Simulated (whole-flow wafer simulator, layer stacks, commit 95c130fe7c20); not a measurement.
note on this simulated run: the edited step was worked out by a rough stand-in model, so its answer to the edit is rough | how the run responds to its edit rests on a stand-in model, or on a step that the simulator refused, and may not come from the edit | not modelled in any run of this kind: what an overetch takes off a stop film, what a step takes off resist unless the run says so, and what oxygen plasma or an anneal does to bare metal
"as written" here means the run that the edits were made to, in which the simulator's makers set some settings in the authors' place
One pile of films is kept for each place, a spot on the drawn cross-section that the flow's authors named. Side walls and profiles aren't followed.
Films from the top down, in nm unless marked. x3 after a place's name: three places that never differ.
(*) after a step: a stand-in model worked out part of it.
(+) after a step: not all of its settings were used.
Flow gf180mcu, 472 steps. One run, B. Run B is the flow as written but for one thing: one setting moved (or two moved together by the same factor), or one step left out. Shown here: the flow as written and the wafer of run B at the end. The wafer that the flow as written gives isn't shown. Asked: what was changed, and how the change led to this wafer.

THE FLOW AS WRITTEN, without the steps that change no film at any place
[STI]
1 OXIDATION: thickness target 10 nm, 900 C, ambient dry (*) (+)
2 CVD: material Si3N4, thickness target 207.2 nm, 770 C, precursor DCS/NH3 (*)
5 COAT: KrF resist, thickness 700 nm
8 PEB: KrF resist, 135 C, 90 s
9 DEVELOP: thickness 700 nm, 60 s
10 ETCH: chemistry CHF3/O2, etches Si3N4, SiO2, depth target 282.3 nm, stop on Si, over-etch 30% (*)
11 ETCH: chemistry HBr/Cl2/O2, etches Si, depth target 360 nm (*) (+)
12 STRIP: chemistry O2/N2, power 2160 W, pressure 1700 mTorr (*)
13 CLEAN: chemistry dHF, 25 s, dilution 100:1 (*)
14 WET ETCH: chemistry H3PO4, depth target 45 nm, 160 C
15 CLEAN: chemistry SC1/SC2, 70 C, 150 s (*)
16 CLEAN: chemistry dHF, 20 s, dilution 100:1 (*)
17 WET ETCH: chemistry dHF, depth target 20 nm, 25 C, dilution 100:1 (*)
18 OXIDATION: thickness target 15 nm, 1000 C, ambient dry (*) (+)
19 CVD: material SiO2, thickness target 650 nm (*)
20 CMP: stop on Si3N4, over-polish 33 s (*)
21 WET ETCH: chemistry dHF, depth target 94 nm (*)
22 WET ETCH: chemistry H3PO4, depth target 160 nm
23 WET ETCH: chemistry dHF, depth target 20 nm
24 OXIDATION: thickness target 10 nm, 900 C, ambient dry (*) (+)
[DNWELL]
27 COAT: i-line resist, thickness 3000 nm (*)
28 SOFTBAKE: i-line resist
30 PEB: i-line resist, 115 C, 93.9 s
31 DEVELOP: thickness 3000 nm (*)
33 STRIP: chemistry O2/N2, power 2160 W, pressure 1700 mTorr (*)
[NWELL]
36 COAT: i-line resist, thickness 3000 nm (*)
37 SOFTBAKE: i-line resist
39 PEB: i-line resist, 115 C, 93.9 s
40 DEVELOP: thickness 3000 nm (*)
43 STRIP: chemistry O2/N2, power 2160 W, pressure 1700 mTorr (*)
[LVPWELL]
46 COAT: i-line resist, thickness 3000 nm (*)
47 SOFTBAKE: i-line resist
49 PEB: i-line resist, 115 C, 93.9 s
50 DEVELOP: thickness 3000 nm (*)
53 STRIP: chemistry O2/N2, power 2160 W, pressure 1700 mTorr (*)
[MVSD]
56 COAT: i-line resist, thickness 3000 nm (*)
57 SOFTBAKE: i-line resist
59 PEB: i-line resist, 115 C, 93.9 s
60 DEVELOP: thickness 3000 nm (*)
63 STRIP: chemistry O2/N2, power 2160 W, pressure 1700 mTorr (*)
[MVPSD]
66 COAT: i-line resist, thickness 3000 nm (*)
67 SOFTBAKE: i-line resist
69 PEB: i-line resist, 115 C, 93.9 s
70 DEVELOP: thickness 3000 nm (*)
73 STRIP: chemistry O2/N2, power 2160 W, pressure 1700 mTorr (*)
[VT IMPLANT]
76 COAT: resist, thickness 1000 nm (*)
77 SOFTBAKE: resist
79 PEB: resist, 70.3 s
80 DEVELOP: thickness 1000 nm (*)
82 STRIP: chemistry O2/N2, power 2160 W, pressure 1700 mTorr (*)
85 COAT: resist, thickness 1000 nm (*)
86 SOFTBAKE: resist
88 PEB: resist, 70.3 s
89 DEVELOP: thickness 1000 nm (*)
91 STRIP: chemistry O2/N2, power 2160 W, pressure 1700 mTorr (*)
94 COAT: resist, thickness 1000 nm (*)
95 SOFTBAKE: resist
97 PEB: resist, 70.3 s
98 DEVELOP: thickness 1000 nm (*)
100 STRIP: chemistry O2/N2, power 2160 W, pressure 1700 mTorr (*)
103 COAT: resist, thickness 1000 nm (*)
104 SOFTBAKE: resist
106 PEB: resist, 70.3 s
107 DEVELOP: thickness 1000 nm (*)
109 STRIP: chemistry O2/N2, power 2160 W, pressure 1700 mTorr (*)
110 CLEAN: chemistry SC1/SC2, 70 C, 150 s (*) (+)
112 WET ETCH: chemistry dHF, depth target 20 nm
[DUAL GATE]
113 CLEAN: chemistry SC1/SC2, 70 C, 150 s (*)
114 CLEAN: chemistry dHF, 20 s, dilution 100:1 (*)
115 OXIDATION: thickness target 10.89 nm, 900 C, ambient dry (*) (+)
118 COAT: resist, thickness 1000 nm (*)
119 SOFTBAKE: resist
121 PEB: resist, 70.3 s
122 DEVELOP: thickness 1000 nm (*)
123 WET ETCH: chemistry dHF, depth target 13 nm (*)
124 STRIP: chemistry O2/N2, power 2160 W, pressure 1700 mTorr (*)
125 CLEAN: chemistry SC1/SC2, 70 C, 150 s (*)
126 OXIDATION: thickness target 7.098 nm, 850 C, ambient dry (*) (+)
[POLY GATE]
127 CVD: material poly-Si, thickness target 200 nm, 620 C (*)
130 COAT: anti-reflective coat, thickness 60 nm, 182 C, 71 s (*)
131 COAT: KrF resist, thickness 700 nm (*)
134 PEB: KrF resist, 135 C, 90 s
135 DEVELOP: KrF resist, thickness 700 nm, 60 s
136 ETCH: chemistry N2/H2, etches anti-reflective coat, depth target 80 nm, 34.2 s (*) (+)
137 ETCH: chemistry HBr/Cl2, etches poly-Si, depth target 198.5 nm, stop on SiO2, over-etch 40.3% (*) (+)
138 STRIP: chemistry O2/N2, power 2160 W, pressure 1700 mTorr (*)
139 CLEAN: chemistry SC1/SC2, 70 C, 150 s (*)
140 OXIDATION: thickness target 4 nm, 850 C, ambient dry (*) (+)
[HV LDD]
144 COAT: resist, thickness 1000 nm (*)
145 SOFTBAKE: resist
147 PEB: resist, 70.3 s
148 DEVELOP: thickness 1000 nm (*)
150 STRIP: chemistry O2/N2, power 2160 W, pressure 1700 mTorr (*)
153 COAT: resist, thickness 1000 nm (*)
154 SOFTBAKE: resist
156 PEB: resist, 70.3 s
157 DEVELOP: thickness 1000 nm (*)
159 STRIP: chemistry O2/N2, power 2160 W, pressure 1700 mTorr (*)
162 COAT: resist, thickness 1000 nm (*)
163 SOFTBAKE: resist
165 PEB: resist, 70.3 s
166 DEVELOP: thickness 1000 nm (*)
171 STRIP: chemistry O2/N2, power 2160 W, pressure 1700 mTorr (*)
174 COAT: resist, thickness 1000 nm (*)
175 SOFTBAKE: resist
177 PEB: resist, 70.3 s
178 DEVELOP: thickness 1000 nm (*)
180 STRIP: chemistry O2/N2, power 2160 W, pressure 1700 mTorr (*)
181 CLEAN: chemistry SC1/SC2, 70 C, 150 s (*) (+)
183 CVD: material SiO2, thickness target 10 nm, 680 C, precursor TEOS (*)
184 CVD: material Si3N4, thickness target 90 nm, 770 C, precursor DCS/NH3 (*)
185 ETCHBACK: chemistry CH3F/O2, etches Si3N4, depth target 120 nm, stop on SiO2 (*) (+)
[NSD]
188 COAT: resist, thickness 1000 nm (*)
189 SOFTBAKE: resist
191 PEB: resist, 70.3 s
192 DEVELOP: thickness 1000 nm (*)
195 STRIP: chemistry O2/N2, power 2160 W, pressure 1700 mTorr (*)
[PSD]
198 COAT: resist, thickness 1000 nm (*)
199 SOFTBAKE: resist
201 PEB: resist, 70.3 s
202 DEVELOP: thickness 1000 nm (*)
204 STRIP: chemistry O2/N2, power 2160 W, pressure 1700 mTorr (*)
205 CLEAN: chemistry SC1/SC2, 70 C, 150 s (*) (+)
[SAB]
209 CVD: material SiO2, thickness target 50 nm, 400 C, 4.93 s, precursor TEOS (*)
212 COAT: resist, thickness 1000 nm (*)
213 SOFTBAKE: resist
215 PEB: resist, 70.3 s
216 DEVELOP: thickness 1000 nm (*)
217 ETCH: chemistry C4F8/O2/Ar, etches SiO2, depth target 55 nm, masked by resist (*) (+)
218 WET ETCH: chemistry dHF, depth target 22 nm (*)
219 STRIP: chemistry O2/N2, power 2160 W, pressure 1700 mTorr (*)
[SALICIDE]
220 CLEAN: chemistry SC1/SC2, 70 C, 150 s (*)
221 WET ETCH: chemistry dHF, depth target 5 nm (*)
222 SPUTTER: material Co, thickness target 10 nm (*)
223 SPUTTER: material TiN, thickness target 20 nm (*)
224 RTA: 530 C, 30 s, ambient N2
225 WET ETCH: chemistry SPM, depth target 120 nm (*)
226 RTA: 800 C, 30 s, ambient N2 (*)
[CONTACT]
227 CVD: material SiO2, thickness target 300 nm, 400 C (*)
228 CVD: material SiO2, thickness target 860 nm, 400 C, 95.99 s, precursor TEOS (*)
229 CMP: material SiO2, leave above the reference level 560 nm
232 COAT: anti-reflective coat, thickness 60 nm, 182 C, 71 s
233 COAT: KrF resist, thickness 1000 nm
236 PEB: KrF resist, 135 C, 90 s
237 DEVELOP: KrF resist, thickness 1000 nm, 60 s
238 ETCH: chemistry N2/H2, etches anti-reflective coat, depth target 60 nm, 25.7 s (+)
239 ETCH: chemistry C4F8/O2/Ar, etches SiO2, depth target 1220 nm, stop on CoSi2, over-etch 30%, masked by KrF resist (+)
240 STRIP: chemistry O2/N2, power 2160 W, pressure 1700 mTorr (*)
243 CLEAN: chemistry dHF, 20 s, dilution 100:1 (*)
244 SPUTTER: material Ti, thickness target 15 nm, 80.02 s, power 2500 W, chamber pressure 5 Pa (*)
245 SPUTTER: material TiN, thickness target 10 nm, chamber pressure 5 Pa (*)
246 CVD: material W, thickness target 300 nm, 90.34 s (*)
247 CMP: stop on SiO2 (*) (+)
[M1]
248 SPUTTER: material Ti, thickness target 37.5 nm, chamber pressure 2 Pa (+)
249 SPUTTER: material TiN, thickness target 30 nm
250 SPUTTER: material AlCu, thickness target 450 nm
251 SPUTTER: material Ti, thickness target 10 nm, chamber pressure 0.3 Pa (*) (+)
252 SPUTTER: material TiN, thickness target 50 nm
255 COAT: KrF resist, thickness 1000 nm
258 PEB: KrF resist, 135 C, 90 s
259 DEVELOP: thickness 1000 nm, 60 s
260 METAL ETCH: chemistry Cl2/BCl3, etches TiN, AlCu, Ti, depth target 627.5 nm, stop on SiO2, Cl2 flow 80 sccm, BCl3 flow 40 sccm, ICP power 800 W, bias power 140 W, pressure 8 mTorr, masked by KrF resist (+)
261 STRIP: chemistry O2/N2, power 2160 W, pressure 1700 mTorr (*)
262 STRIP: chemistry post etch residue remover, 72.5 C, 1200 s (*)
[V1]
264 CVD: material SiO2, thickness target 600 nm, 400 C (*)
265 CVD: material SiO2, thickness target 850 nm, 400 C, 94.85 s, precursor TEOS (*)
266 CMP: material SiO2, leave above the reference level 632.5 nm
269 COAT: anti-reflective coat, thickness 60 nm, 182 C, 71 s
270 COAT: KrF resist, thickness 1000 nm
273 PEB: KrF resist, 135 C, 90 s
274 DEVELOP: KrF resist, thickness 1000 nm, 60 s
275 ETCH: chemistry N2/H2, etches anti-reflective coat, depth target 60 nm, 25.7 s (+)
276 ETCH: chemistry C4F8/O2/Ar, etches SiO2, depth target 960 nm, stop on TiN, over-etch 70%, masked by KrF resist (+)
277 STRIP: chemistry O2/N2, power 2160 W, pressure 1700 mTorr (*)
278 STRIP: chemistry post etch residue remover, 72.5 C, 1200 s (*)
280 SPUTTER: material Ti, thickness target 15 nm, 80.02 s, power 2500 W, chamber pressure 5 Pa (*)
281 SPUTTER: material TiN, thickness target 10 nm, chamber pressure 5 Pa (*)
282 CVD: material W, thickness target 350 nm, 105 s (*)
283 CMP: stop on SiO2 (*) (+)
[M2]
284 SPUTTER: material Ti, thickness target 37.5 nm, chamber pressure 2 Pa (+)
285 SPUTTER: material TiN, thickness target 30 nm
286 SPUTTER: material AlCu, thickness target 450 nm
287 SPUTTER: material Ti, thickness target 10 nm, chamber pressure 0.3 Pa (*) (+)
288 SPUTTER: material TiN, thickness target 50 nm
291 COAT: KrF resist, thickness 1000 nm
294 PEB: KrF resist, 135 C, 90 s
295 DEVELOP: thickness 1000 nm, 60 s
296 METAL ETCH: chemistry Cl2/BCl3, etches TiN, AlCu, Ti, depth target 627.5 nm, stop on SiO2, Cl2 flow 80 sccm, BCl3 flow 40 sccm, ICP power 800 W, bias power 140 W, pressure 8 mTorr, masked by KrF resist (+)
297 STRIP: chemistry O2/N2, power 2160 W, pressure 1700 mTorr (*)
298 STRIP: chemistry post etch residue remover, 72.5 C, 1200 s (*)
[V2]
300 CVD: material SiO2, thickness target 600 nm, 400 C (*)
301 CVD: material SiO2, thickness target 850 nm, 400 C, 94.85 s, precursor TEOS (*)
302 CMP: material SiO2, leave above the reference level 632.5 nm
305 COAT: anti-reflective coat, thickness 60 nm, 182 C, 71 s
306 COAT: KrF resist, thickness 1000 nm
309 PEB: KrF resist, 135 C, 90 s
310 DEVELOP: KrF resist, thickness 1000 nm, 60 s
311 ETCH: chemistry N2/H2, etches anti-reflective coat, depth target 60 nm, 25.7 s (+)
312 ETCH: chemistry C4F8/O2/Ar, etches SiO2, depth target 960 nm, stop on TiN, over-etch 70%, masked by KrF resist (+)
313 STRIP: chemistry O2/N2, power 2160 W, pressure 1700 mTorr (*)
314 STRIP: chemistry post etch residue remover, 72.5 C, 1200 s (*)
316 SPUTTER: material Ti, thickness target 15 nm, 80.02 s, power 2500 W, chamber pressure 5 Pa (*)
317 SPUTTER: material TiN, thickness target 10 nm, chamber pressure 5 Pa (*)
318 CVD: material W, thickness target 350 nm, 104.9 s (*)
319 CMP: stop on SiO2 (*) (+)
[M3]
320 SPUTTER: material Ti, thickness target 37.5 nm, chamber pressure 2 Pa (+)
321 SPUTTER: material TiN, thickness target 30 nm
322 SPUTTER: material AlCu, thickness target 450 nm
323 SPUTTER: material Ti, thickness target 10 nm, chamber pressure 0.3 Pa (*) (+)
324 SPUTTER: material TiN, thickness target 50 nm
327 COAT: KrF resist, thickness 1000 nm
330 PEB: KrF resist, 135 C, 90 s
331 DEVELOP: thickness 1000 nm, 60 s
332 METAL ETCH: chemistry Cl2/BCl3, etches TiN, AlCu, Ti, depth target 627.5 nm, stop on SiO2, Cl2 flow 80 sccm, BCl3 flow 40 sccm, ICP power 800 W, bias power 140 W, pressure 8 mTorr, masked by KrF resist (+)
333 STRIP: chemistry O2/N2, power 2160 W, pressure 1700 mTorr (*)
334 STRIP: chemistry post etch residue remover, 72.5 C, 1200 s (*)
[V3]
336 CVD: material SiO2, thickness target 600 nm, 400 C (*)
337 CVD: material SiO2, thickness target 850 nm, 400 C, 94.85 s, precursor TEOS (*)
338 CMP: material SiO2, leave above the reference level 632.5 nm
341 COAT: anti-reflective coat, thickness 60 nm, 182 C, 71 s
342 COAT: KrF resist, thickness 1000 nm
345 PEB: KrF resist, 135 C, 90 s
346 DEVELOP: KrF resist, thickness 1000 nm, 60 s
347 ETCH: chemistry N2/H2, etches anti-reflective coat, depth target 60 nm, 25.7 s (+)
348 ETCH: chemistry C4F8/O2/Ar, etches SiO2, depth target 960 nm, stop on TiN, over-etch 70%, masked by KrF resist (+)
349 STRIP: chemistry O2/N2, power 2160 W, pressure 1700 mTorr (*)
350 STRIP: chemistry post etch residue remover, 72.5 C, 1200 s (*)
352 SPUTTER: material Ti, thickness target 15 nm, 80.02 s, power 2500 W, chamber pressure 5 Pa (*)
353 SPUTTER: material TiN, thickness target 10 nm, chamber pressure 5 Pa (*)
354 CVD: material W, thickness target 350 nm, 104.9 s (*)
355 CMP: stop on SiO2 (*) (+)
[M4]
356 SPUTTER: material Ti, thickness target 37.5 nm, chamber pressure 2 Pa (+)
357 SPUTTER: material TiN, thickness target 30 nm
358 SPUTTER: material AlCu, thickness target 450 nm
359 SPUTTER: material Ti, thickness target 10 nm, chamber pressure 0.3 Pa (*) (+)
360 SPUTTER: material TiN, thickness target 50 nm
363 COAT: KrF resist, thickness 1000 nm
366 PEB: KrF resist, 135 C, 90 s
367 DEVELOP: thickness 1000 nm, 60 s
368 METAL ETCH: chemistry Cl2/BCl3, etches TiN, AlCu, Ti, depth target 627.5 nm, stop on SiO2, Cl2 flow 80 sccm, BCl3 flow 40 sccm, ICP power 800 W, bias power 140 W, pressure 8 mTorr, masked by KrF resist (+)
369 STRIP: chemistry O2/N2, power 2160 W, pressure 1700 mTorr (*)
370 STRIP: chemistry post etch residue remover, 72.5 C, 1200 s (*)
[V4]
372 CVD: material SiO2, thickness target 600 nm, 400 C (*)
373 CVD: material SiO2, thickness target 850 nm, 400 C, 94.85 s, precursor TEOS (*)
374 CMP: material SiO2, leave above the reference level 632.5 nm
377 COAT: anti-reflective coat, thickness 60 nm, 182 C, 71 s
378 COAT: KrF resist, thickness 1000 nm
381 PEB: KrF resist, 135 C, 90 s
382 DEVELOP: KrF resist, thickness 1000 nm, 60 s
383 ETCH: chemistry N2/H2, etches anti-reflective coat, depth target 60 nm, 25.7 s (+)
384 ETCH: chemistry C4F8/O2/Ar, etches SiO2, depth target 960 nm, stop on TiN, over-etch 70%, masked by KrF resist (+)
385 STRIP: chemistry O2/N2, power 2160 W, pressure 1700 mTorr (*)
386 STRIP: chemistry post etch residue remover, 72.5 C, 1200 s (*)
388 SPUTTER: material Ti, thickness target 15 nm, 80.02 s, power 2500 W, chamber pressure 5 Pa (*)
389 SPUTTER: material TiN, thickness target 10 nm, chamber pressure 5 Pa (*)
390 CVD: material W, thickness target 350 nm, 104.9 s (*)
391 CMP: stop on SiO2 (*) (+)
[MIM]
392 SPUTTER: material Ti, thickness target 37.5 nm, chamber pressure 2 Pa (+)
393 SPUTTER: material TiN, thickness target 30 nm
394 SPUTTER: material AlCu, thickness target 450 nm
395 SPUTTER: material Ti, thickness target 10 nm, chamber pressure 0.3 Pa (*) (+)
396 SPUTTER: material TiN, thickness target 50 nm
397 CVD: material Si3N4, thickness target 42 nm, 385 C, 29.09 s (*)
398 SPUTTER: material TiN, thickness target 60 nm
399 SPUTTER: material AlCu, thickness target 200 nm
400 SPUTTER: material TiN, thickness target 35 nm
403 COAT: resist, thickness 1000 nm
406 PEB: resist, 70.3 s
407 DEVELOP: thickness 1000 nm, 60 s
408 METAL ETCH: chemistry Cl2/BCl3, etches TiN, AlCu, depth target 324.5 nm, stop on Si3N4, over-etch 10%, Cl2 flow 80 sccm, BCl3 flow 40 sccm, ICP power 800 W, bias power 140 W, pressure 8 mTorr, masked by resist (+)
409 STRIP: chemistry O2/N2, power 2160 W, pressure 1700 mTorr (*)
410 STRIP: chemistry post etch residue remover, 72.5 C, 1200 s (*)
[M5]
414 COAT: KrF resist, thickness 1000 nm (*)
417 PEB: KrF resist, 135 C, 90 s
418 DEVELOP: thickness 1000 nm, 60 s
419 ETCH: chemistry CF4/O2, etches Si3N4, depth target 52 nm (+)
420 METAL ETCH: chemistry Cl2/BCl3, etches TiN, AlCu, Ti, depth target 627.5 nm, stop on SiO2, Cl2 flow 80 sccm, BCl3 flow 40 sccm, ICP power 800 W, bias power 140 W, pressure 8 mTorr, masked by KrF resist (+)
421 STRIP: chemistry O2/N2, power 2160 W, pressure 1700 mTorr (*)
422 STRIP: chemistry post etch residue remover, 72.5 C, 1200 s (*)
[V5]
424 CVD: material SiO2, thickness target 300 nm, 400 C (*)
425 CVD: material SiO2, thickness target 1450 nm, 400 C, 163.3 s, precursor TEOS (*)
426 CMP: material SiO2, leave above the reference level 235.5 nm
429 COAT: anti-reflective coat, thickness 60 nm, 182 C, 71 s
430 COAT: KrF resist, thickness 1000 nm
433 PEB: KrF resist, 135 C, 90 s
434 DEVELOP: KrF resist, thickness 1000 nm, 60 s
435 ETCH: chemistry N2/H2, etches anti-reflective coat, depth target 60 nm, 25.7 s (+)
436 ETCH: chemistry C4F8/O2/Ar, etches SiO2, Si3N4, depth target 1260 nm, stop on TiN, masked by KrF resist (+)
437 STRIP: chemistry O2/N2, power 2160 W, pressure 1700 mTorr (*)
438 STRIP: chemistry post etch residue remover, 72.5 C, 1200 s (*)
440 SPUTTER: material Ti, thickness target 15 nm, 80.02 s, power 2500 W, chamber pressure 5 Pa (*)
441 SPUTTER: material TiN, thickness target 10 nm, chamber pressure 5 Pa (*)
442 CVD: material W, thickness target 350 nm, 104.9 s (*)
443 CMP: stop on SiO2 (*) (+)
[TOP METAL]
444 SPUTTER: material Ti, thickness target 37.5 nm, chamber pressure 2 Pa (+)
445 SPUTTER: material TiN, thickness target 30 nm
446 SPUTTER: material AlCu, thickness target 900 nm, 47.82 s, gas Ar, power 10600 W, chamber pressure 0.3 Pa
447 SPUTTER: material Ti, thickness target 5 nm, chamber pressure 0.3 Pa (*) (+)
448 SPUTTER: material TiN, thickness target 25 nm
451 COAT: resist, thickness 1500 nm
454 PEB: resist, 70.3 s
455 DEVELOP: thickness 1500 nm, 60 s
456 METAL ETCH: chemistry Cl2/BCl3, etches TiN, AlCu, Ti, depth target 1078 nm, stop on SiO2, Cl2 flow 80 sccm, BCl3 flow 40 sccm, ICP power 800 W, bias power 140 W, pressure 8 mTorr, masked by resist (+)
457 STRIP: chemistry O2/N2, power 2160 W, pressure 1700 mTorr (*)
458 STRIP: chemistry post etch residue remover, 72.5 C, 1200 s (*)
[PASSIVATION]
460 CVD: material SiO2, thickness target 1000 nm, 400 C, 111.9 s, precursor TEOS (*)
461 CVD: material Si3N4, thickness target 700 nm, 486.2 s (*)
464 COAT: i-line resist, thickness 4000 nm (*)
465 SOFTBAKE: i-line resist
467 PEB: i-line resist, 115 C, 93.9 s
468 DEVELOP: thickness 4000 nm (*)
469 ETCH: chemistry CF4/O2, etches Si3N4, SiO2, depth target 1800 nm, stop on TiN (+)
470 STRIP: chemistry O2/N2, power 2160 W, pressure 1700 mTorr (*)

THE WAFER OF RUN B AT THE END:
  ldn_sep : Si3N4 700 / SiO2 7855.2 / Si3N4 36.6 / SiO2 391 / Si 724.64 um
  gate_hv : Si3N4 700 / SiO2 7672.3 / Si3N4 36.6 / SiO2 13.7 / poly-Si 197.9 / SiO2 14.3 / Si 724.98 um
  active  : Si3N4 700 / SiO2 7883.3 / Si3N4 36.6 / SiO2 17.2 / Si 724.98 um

The cause: step 185, ETCHBACK: depth target 49.2 nm was run, where the flow has depth target 120 nm.

How the change led to this, step by step:
  185 ETCHBACK: chemistry CH3F/O2, etches Si3N4, depth target 120 nm, stop on SiO2 (*) (+)
      field, field__w1, field__w2 and 100 more: Si3N4 -49.2 (as written it would be: Si3N4 -90 (all of it), SiO2 -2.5)
  188 COAT: resist, thickness 1000 nm (*)
      spacer: resist +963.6 (new film) (as written it would be: resist +920.2 (new film))
  189 SOFTBAKE: resist
      field__w9: resist -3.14 (as written it would be: resist +6.92)
      nw_enc_fld_lv: resist +5.57 (as written it would be: resist +0.86)
  191 PEB: resist, 70.3 s
      spacer: resist -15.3 (as written it would be: resist -14.3)
  192 DEVELOP: thickness 1000 nm (*)
      spacer: resist -948.3 (all of it) (as written it would be: resist -905.9 (all of it))
  198 COAT: resist, thickness 1000 nm (*)
      spacer: resist +963.6 (new film) (as written it would be: resist +920.2 (new film))
  199 SOFTBAKE: resist
      field__w9: resist -3.14 (as written it would be: resist +6.92)
      nw_enc_fld_lv: resist +5.57 (as written it would be: resist +0.86)
  201 PEB: resist, 70.3 s
      spacer: resist -15.3 (as written it would be: resist -14.3)
  204 STRIP: chemistry O2/N2, power 2160 W, pressure 1700 mTorr (*)
      spacer: resist -948.3 (all of it) (as written it would be: resist -905.9 (all of it))
  205 CLEAN: chemistry SC1/SC2, 70 C, 150 s (*) (+)
      field, field__w1, field__w2 and 105 more: Si3N4 -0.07 (as written it would be: SiO2 -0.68)
  209 CVD: material SiO2, thickness target 50 nm, 400 C, 4.93 s, precursor TEOS (*)
      field, field__w7, field__w8 and 73 more: SiO2 +50 (new film) (as written it would be: SiO2 +50)
      field_sub__w1, field_sub__w3, field_sub__w4, field_sub__w5, ld_drift_n: SiO2 +48.8 (new film) (as written it would be: SiO2 +48.9)
      (and at 27 more places)
  212 COAT: resist, thickness 1000 nm (*)
      spacer: resist +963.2 (new film) (as written it would be: resist +919.4 (new film))
  215 PEB: resist, 70.3 s
      spacer: resist -15.3 (as written it would be: resist -14.3)
  216 DEVELOP: thickness 1000 nm (*)
      spacer: resist -947.9 (all of it) (as written it would be: resist -905.1 (all of it))
  217 ETCH: chemistry C4F8/O2/Ar, etches SiO2, depth target 55 nm, masked by resist (*) (+)
      field, field__w7, field__w8 and 70 more: SiO2 -50 (all of it), Si3N4 -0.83 (as written it would be: SiO2 -55)
      field_sub__w1, field_sub__w3, field_sub__w4, field_sub__w5, ld_drift_n: SiO2 -48.8 (all of it), Si3N4 -1.03 (as written it would be: SiO2 -55)
      (and at 21 more places)
  218 WET ETCH: chemistry dHF, depth target 22 nm (*)
      gate, gate_hv, gate_p and 23 more: Si3N4 -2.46 (as written it would be: SiO2 -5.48 (all of it))
      field, field__w10, sti and 14 more: Si3N4 -2.46 (as written it would be: SiO2 -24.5)
      (and at 56 more places)
  ... 12 more steps ...
  471 ANNEAL: 400 C, 1800 s, ambient N2/H2
      polyc_n, polyc_p: under 9 films: void +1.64 (new film), Ti -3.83, TiSi first +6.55 (new film), poly-Si -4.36 (as written it would be: nothing)
      contact: under 49 films: void +1.62 (new film), Ti -3.83, TiSi first +6.55 (new film), Si -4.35 (as written it would be: nothing)
Counting metal films that touch as one body, gate_hv has 0 bodies; the flow as written gives 1 body.
Counting metal films that touch as one body, active has 0 bodies; the flow as written gives 1 body.
